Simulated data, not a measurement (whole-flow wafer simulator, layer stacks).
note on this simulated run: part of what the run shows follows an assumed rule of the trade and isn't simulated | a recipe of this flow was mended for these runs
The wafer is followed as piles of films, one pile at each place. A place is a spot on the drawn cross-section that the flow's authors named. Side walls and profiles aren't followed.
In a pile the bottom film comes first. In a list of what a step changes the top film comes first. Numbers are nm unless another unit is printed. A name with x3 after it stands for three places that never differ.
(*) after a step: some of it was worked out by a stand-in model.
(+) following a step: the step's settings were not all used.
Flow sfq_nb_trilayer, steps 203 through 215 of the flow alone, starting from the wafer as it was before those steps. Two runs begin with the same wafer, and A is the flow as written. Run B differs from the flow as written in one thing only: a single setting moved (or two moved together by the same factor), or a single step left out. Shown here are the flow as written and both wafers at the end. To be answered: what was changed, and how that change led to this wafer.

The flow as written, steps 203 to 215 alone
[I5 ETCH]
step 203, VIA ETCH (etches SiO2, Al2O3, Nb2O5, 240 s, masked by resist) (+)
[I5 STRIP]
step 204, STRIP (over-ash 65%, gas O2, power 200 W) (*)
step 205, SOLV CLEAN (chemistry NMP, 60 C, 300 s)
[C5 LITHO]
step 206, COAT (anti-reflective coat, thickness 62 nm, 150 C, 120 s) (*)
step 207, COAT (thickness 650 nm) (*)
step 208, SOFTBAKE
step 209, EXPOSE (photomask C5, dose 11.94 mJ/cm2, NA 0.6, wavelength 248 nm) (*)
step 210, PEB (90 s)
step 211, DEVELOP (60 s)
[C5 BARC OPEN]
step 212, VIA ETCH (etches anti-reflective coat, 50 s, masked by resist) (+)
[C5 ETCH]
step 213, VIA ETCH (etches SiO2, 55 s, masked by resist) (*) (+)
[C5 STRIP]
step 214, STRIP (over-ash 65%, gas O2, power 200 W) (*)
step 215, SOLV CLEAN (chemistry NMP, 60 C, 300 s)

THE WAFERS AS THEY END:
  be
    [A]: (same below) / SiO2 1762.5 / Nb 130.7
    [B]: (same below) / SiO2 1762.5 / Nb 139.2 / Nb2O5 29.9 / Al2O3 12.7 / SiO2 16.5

Cause: step 203, VIA ETCH: 132 s was run, whereas the flow has 240 s.

How this came from the change, step by step:
  step 203, VIA ETCH (etches SiO2, Al2O3, Nb2O5, 240 s, masked by resist) (+)
      be: A SiO2 loses 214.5 (all of it), Al2O3 loses 12.7 (all of it), Nb2O5 loses 29.9 (all of it), Nb loses 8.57 | B SiO2 loses 198
      field_l, v_sur, via_wl and 102 more: A KrF-resist-other-grade loses 240 | B KrF-resist-other-grade loses 132
  step 204, STRIP (over-ash 65%, gas O2, power 200 W) (*)
      p4_fl x5, p4_w1 x9, p3_s0 x9, l0r_line_l x3, l0r_space_c x19, m0r_space_l x2: A KrF-resist-other-grade loses 315.7 (all of it), anti-reflective coat loses 62 (all of it) | B KrF-resist-other-grade loses 423.7 (all of it), anti-reflective coat loses 62 (all of it)
      wl_b_sl, wl_b_m5, wl_b_sr and 14 more: A KrF-resist-other-grade loses 315.6 (all of it), anti-reflective coat loses 62 (all of it) | B KrF-resist-other-grade loses 423.6 (all of it), anti-reflective coat loses 62 (all of it)
      (and at 41 other places as well)
  step 206, COAT (anti-reflective coat, thickness 62 nm, 150 C, 120 s) (*)
      be: A anti-reflective coat gains 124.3 (new film) | B anti-reflective coat gains 114.1 (new film)
  step 207, COAT (thickness 650 nm) (*)
      be: A KrF-resist-other-grade gains 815 (new film) | B KrF-resist-other-grade gains 766.2 (new film)
  step 214, STRIP (over-ash 65%, gas O2, power 200 W) (*)
      be: A KrF-resist-other-grade loses 705.8 (all of it), anti-reflective coat loses 124.3 (all of it) | B KrF-resist-other-grade loses 657.1 (all of it), anti-reflective coat loses 114.1 (all of it)
